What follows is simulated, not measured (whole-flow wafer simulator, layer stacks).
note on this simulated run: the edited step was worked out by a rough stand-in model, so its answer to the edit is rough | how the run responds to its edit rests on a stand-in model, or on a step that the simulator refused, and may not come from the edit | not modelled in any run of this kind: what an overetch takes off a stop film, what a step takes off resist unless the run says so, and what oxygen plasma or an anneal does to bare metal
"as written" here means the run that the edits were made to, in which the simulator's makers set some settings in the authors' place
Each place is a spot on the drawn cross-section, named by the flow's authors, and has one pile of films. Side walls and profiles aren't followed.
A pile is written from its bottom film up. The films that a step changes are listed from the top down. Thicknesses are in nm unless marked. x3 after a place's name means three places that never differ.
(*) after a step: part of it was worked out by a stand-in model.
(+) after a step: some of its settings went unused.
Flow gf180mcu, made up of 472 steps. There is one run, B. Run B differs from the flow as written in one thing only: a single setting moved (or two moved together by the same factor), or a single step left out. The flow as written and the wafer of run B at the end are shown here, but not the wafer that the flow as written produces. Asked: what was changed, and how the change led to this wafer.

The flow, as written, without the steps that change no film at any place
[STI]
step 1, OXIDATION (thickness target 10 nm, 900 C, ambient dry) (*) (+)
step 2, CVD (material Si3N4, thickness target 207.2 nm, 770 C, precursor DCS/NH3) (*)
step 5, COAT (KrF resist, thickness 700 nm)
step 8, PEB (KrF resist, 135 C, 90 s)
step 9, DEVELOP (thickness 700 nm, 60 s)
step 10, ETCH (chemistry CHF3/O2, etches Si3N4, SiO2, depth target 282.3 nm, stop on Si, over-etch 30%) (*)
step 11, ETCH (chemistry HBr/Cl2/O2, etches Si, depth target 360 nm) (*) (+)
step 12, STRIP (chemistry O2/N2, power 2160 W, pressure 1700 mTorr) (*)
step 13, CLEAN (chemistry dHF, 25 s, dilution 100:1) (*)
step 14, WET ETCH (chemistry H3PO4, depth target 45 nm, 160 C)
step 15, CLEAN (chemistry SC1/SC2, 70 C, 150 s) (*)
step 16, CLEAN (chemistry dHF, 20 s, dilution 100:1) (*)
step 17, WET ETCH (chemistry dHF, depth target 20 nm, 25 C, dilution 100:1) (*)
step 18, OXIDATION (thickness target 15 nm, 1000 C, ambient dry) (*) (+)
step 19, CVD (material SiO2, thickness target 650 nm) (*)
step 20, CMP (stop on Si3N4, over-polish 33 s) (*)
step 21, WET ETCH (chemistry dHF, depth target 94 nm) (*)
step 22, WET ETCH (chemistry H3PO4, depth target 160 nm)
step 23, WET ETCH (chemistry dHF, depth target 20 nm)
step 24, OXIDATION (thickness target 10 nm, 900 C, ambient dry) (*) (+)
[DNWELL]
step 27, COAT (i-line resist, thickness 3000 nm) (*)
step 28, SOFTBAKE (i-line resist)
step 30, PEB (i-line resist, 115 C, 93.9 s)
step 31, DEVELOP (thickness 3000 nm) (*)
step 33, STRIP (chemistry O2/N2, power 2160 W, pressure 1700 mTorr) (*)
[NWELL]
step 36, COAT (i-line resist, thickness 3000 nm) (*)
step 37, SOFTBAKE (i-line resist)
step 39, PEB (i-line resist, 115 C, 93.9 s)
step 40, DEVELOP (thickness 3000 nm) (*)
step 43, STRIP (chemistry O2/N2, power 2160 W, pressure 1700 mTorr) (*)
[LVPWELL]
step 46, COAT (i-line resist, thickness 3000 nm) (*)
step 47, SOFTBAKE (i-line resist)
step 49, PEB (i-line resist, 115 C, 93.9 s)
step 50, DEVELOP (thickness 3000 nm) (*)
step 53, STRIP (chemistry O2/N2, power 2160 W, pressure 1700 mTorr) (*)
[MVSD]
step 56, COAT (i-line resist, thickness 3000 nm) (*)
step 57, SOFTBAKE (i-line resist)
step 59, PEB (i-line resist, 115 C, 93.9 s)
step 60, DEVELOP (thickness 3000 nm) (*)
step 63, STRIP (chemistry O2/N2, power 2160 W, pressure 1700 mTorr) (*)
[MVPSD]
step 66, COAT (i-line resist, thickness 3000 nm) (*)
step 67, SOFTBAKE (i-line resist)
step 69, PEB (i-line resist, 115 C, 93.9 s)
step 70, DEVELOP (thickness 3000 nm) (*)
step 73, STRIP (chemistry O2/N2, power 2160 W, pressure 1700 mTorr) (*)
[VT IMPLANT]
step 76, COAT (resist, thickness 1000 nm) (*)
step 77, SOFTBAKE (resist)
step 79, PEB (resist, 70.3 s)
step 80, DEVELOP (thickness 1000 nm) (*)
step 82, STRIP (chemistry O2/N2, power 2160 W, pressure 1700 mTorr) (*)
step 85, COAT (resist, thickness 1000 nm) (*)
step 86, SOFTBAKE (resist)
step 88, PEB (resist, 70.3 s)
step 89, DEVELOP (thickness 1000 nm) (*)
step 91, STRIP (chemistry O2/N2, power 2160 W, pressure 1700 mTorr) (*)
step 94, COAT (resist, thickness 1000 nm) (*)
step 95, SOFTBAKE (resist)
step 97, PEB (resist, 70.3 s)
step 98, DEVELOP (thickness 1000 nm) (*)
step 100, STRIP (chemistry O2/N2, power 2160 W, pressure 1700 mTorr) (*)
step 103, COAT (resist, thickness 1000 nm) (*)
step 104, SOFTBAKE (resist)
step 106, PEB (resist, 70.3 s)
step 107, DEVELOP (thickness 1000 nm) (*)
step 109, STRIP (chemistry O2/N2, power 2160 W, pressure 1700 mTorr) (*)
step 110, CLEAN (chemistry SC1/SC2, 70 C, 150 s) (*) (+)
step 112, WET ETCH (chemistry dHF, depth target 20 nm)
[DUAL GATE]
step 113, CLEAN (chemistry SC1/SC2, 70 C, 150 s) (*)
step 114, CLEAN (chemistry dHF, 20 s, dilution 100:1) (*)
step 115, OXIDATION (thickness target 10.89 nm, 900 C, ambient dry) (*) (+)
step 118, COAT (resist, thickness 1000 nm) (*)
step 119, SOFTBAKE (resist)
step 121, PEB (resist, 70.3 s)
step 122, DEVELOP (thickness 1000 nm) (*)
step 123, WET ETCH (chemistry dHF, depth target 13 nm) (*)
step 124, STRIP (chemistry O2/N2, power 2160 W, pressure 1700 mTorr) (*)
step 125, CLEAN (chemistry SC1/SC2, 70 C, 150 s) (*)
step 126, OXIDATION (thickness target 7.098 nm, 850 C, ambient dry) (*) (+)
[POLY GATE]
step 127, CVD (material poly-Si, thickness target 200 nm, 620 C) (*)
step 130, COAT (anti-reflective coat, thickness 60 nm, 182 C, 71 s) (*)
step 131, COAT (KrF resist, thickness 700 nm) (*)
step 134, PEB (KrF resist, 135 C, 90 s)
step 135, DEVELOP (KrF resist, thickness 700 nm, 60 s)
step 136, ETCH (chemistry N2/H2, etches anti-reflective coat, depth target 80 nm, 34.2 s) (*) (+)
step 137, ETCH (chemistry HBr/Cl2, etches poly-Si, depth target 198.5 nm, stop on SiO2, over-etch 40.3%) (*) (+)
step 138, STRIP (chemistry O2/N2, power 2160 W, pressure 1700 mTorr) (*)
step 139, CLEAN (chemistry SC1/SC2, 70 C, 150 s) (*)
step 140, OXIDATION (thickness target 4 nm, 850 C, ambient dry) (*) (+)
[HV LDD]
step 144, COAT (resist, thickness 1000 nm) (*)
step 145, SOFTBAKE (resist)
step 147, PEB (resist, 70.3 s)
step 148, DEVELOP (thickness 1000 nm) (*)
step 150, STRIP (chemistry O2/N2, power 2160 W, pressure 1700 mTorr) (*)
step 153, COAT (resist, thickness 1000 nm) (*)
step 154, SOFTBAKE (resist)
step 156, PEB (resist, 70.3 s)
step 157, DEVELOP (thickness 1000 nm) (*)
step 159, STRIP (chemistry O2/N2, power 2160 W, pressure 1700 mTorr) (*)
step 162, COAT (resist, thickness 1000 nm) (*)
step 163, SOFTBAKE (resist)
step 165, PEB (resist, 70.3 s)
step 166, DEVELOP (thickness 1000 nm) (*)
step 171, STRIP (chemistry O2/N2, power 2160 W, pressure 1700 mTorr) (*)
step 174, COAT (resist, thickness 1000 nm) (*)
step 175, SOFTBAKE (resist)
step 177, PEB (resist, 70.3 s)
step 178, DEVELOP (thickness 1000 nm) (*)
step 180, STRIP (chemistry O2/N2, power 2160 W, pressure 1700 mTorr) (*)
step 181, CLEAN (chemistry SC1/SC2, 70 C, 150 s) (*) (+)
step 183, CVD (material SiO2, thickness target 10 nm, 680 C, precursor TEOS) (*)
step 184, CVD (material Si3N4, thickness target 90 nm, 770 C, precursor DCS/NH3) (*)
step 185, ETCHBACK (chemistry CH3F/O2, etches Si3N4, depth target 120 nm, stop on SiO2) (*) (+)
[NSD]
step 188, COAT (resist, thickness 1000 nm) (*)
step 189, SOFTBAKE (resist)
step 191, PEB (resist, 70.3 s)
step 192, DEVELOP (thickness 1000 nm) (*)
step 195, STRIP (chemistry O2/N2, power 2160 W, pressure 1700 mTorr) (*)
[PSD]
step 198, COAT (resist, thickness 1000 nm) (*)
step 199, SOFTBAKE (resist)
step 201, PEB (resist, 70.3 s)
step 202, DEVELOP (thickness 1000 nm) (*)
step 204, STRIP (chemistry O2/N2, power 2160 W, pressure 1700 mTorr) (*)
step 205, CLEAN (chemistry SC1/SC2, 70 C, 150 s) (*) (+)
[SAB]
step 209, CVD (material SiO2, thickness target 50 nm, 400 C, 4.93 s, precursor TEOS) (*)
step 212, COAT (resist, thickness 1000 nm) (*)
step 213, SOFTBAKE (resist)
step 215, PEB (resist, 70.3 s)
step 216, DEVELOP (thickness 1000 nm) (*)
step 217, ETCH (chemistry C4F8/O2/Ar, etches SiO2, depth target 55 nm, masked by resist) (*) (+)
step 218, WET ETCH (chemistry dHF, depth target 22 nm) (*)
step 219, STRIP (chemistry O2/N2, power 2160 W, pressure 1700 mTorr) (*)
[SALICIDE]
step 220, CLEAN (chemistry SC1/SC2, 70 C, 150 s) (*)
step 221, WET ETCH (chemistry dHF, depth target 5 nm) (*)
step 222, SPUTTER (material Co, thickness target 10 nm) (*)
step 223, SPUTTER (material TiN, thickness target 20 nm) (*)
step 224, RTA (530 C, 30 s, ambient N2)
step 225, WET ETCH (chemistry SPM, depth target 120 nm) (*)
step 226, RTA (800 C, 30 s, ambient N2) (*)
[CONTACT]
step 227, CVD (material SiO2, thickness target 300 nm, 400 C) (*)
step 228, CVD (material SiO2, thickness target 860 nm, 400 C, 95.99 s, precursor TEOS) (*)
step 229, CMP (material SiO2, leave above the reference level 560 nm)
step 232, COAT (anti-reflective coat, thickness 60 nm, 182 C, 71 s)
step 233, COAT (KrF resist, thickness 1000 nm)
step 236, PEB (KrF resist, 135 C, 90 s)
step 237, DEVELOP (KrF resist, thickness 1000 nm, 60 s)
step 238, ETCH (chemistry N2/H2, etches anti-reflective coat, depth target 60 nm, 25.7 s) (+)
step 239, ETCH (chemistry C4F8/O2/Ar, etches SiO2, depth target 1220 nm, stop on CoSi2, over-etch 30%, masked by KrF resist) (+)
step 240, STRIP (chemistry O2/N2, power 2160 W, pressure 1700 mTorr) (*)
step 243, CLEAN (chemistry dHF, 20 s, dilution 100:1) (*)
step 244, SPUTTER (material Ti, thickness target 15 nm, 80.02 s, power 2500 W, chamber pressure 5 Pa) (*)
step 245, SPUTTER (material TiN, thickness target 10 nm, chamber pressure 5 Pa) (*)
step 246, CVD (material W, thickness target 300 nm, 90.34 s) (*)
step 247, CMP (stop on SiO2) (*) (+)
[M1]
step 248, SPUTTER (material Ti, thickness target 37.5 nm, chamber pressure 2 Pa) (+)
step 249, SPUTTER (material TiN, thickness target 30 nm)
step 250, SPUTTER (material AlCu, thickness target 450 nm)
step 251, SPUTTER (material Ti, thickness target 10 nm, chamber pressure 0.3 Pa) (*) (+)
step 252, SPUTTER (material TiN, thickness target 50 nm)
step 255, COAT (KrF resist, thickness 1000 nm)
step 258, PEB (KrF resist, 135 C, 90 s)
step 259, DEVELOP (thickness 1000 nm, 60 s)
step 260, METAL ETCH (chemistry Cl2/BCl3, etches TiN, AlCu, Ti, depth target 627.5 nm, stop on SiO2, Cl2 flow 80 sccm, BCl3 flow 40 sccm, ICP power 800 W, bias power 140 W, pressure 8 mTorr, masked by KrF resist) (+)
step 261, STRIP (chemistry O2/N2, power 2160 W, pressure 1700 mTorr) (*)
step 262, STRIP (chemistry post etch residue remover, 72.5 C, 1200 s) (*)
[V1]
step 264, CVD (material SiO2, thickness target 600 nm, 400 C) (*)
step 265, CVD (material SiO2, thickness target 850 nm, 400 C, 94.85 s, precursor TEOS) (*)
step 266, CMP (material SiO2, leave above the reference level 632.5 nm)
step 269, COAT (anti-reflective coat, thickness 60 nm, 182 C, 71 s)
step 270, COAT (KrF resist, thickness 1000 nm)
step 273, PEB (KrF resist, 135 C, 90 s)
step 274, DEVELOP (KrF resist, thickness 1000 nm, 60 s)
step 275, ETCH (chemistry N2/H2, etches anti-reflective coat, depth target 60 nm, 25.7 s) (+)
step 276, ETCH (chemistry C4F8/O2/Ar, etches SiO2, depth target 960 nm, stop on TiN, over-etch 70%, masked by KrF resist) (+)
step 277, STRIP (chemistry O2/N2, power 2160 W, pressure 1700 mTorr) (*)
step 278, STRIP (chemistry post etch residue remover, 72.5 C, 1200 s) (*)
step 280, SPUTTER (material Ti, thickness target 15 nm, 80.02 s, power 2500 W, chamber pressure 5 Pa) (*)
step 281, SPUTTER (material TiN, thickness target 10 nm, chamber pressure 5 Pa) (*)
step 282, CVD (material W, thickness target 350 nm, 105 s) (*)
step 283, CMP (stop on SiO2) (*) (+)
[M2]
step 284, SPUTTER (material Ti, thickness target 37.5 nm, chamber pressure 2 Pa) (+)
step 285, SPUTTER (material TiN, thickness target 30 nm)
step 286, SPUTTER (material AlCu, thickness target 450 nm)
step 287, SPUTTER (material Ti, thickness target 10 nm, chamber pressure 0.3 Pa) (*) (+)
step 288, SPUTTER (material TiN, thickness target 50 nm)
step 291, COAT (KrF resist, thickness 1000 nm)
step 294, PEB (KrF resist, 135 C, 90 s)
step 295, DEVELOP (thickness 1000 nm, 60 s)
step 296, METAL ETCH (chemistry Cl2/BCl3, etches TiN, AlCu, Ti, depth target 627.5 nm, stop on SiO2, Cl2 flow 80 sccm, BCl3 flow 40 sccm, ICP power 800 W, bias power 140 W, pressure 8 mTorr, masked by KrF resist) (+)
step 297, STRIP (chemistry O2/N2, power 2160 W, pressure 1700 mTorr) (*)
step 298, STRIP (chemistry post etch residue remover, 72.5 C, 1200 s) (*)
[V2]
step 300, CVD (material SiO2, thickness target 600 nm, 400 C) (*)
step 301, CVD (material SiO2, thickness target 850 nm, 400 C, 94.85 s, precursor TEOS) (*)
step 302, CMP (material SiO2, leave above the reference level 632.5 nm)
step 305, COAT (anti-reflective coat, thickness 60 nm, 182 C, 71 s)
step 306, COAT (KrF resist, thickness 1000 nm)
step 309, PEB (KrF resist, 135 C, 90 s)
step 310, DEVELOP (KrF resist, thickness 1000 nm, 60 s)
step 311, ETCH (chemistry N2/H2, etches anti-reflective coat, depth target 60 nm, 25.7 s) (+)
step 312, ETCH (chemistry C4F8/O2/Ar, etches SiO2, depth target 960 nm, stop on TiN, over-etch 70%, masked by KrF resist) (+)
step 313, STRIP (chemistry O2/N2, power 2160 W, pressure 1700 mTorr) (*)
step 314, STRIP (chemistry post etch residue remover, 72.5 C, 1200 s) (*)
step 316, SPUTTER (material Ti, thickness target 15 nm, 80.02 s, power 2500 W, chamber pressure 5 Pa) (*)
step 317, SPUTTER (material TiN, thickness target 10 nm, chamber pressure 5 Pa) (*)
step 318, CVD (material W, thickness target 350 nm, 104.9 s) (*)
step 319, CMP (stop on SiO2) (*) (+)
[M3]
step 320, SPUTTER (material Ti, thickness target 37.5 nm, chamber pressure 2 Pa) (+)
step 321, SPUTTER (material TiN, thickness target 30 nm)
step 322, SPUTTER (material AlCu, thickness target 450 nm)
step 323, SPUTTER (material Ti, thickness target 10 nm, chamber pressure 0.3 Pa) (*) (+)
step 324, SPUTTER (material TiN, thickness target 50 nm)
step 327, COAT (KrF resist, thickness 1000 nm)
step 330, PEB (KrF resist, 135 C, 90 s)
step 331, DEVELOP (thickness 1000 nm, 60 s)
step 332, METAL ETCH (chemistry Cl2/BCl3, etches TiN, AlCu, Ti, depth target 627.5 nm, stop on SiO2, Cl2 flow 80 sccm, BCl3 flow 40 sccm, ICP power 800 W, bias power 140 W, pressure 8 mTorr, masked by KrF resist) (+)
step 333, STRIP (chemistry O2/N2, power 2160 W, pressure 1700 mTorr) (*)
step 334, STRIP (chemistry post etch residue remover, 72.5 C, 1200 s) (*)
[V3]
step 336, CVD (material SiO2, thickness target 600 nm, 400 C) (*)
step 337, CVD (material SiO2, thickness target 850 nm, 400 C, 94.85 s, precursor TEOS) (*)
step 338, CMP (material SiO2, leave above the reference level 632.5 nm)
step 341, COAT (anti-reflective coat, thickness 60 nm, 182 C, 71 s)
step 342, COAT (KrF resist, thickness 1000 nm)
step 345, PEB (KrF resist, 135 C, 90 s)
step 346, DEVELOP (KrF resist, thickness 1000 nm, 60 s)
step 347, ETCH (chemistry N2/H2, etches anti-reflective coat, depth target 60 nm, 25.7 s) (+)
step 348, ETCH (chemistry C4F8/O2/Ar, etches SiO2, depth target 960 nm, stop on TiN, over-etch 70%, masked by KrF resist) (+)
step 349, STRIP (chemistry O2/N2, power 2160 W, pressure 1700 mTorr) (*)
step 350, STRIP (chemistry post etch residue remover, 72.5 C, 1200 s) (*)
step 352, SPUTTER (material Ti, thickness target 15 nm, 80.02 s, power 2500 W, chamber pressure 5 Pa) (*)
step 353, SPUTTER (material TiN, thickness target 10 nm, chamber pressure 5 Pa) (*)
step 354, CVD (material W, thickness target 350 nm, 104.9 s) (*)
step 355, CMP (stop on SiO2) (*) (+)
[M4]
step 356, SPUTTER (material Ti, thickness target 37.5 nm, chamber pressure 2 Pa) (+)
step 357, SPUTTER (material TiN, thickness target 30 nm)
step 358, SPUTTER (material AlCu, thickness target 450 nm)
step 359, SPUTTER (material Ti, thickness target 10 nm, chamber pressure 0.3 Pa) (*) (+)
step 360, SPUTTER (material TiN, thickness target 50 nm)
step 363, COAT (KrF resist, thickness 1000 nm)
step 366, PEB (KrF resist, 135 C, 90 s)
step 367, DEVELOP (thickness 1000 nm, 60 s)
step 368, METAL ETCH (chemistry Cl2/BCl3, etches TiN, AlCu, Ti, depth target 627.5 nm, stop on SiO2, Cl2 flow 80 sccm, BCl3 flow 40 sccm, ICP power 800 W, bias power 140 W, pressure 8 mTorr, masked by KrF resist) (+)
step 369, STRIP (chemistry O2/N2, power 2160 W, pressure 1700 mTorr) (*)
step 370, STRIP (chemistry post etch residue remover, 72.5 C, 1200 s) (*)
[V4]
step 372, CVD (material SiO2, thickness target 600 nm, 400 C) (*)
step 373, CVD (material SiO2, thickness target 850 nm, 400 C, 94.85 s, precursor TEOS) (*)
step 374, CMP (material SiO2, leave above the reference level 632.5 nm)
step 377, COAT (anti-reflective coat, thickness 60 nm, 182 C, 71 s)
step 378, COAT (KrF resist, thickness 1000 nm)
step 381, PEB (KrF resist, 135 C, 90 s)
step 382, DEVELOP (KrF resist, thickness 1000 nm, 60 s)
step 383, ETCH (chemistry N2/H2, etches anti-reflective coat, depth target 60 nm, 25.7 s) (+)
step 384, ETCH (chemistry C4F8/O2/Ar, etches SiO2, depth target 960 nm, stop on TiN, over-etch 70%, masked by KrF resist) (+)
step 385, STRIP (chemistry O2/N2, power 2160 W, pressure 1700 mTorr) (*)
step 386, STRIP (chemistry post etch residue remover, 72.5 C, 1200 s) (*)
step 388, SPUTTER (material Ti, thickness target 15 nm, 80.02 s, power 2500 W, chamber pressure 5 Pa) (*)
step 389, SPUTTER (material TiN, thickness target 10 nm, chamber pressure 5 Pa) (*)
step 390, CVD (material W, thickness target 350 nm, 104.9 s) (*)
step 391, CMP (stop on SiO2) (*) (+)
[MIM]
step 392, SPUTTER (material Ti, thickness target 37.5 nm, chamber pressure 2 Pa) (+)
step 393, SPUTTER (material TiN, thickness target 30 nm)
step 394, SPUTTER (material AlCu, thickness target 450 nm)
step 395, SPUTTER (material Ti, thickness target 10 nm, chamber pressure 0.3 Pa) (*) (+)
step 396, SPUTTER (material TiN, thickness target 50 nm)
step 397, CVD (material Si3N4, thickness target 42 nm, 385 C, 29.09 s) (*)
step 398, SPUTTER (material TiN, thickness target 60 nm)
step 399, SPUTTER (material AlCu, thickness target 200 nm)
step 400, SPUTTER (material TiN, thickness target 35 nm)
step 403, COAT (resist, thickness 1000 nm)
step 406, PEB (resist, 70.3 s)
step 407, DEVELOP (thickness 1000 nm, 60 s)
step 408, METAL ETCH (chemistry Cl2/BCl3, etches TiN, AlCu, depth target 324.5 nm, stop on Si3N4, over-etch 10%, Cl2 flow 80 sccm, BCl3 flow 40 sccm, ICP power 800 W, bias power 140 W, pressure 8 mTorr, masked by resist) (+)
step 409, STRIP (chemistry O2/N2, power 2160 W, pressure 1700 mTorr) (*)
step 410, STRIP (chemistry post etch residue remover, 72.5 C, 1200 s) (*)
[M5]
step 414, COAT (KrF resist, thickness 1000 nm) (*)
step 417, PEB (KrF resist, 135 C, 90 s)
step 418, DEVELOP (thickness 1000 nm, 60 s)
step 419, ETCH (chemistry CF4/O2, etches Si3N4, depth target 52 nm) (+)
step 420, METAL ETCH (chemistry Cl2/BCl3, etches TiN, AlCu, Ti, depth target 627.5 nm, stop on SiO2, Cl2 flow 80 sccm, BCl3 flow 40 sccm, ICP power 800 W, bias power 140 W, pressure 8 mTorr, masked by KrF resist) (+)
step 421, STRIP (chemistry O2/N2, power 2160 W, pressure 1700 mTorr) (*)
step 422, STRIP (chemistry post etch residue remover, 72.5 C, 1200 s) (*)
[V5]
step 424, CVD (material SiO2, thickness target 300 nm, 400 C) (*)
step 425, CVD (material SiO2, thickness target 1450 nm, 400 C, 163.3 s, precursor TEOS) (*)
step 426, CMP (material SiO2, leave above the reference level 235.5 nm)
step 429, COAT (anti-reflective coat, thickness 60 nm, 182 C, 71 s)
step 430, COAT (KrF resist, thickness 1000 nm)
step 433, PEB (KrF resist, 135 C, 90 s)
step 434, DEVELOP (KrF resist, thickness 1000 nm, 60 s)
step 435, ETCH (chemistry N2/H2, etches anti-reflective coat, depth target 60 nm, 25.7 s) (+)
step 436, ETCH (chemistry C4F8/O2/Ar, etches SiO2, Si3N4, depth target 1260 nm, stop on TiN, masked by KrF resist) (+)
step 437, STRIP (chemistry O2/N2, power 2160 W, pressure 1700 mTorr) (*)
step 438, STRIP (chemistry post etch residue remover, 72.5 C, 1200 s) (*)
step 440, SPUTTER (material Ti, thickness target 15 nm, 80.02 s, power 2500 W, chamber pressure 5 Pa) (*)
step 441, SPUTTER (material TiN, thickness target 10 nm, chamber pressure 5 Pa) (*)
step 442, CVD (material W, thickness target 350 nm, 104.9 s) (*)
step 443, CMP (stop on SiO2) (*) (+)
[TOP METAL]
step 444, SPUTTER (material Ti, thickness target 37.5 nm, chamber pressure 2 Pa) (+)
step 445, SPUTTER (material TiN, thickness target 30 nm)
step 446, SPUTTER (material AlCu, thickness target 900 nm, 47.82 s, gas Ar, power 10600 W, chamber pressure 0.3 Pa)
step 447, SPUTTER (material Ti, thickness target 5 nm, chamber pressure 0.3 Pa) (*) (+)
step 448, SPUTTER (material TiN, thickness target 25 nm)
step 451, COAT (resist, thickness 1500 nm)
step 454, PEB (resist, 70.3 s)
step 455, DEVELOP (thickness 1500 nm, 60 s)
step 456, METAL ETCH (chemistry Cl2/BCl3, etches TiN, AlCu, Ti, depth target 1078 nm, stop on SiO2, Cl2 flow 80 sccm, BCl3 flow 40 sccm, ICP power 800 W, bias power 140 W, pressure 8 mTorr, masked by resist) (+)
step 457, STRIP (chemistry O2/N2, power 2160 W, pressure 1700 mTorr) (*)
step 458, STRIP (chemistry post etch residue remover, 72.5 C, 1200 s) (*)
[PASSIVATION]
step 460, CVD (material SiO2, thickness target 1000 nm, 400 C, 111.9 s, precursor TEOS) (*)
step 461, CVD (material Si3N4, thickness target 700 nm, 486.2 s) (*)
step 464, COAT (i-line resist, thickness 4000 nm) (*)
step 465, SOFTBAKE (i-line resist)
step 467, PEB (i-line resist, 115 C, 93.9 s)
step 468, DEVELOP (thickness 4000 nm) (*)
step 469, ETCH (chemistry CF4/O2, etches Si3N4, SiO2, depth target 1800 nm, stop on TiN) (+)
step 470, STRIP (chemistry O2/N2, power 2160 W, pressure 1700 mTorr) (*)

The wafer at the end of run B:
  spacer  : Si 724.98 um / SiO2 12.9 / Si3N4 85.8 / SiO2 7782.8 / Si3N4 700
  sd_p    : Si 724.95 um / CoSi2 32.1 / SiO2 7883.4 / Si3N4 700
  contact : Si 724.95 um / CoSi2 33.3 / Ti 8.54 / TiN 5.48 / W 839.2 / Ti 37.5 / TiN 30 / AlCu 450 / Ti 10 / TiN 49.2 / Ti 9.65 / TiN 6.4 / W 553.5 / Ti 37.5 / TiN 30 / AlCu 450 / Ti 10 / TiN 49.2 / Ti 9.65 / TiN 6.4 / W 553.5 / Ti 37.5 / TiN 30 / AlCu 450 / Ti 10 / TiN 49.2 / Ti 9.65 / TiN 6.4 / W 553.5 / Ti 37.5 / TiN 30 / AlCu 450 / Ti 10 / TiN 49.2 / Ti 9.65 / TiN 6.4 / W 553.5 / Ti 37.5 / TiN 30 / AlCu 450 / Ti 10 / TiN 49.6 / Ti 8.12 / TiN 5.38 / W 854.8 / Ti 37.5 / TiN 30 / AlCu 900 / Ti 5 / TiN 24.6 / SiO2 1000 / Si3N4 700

The reason: step 183, CVD: thickness target 5.75 nm was run, whereas the flow has thickness target 10 nm.

The path from the change to this, step by step:
  step 183, CVD (material SiO2, thickness target 10 nm, 680 C, precursor TEOS) (*)
      field, field__w1, field__w2 and 99 more: +5.75 SiO2 (it would be, as written: +10 SiO2)
      ld_drift_p: +5.68 SiO2 (it would be, as written: +9.87 SiO2)
      (also at 1 further place)
  step 189, SOFTBAKE (resist)
      field: -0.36 resist (it would be, as written: +3.56 resist)
      active_hv: -0.53 resist (it would be, as written: +2.68 resist)
      (also at 3 further places)
  step 199, SOFTBAKE (resist)
      field: -0.36 resist (it would be, as written: +3.56 resist)
      active_hv: -0.53 resist (it would be, as written: +2.68 resist)
      (also at 3 further places)
  step 218, WET ETCH (chemistry dHF, depth target 22 nm) (*)
      gate, gate_hv, gate_p and 23 more: -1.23 SiO2 (all of it) (it would be, as written: -5.48 SiO2 (all of it))
      active, p_well, sd_n, iso_ptap_pw, iso_ntap_nw, iso_ptap_sub, vpnp_e: -4.76 SiO2 (all of it) (it would be, as written: -9.01 SiO2 (all of it))
      (also at 16 further places)
  step 229, CMP (material SiO2, leave above the reference level 560 nm)
      field__w2: -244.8 SiO2 (it would be, as written: -250 SiO2)
      field__w3: -227.1 SiO2 (it would be, as written: -232.3 SiO2)
      (also at 2 further places)
